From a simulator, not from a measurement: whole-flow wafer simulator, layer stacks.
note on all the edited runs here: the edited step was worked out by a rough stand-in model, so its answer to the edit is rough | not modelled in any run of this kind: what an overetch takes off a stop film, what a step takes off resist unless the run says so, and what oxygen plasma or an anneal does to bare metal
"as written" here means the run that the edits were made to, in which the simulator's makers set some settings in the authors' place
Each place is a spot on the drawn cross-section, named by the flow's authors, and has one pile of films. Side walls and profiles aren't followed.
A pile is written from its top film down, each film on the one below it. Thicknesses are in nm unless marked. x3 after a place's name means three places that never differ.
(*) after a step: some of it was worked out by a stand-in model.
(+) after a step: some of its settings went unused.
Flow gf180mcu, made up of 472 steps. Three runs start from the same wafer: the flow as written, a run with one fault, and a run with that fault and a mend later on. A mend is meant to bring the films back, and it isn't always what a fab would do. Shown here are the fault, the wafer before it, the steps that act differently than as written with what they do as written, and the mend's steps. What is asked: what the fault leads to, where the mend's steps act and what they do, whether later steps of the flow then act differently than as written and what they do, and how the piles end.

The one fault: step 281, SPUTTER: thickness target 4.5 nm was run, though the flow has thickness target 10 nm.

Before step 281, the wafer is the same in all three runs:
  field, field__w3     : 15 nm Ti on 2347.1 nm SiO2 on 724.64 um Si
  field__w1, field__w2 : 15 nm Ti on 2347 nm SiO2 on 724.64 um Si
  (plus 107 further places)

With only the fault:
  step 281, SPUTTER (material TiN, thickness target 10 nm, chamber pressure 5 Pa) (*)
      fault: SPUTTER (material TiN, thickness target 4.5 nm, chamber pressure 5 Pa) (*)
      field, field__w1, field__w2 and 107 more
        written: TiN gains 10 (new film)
        fault: TiN gains 4.5 (new film)
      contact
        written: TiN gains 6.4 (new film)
        fault: TiN gains 2.89 (new film)
  Steps later in the flow that act otherwise than as written (1 other step is not shown; it differs only slightly, by no more than 2% or 0.5 nm, whichever is larger):
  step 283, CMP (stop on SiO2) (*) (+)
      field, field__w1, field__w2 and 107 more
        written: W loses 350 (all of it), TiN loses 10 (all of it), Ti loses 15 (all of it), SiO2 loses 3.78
        fault: W loses 350 (all of it), TiN loses 4.5 (all of it), Ti loses 15 (all of it), SiO2 loses 3.73
  By the end, the piles at contact depart from the flow's by more than 2% or 0.5 nm, whichever is larger.
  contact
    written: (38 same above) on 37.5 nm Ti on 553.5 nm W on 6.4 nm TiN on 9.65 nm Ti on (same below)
    fault: (38 same above) on 37.5 nm Ti on 557.1 nm W on 2.89 nm TiN on 9.65 nm Ti on (same below)

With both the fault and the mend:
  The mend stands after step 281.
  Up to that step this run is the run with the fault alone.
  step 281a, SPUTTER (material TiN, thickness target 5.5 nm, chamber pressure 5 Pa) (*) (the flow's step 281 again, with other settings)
      field, field__w1, field__w2 and 107 more
        TiN gains 5.5
      contact
        TiN gains 3.52
  Later steps of the flow that are run all act as written at every place that is followed.
  The piles end the same as the flow's at every place that both follow.
